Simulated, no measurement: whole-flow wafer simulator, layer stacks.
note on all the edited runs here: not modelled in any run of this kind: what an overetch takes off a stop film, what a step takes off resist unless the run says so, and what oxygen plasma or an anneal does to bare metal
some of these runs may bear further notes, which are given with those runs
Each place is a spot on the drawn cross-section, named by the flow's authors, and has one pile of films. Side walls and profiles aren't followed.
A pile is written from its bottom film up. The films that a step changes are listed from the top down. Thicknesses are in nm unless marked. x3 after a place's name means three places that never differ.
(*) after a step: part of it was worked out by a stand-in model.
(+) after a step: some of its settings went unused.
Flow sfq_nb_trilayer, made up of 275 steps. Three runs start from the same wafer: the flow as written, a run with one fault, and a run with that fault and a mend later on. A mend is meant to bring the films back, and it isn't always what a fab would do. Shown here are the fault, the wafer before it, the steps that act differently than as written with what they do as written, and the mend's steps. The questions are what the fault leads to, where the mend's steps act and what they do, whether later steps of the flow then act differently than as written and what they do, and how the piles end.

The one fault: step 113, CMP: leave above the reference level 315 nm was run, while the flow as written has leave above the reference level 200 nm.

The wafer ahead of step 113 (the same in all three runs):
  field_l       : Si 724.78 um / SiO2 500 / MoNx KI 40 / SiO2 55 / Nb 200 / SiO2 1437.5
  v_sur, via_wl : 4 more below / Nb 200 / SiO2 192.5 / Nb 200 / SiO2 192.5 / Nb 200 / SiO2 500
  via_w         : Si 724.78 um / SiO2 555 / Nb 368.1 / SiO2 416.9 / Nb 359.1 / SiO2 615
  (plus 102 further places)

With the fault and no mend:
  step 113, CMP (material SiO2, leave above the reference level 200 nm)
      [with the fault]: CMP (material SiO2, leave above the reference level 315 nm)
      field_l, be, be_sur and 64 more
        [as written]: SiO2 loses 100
        [with the fault]: nothing
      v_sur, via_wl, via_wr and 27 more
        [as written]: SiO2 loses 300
        [with the fault]: SiO2 loses 185
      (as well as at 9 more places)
  Steps later in the flow that act otherwise than as written (6 more steps, not shown, differ only slightly: by at most 2% or 0.5 nm, whichever is larger):
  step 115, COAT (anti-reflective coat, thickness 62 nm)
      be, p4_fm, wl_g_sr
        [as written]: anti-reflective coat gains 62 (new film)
        [with the fault]: anti-reflective coat gains 64 (new film)
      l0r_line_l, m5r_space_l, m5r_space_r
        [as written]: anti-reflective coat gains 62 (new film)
        [with the fault]: anti-reflective coat gains 63.3 (new film)
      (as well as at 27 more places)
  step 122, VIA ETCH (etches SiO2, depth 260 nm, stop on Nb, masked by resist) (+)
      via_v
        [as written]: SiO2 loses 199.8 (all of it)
        [with the fault]: SiO2 loses 260
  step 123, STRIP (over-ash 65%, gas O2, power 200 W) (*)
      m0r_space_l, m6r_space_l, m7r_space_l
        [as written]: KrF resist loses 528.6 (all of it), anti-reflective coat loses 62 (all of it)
        [with the fault]: KrF resist loses 531.1 (all of it), anti-reflective coat loses 64.1 (all of it)
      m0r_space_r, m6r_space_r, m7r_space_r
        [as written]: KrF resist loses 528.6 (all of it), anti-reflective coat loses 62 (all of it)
        [with the fault]: KrF resist loses 531 (all of it), anti-reflective coat loses 64.2 (all of it)
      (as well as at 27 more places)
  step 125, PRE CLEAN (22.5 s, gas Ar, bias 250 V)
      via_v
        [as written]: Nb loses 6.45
        [with the fault]: SiO2 loses 7.5
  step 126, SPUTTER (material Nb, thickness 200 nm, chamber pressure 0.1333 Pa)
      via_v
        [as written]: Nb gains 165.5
        [with the fault]: Nb gains 152.6 (new film)
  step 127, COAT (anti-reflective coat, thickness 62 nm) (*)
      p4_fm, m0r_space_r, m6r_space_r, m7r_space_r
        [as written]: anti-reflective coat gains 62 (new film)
        [with the fault]: anti-reflective coat gains 63.9 (new film)
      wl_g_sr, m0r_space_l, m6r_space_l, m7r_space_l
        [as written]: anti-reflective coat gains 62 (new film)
        [with the fault]: anti-reflective coat gains 64 (new film)
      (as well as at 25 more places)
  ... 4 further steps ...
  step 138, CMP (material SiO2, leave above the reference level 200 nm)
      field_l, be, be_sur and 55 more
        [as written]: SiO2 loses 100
        [with the fault]: SiO2 loses 85
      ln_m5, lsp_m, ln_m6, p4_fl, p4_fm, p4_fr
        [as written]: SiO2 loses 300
        [with the fault]: SiO2 loses 285
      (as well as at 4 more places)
  The piles end different from the flow's at field_l, v_sur, via_wl and 103 more by more than 2% or 0.5 nm, whichever is larger.
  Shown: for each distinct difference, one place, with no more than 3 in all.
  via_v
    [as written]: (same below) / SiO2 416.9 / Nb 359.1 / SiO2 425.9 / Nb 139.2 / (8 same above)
    [with the fault]: (same below) / SiO2 416.9 / Nb 200 / SiO2 47.3 / Nb 152.6 / SiO2 500.1 / Nb 139.2 / (8 same above)
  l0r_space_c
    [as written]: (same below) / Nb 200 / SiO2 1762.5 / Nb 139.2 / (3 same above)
    [with the fault]: (same below) / Nb 200 / SiO2 1877.5 / Nb 139.2 / (3 same above)
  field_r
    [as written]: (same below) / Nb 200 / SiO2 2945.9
    [with the fault]: (same below) / Nb 200 / SiO2 3060.9

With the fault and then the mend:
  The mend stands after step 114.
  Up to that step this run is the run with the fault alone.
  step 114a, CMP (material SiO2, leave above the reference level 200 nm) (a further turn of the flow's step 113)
      field_l, be, be_sur and 64 more
        SiO2 loses 100
      v_sur, via_wl, via_w and 36 more
        SiO2 loses 115
  Every later step of the flow that is run acts as written at every place that is followed.
  The piles end the same as the flow's at every place that both follow.
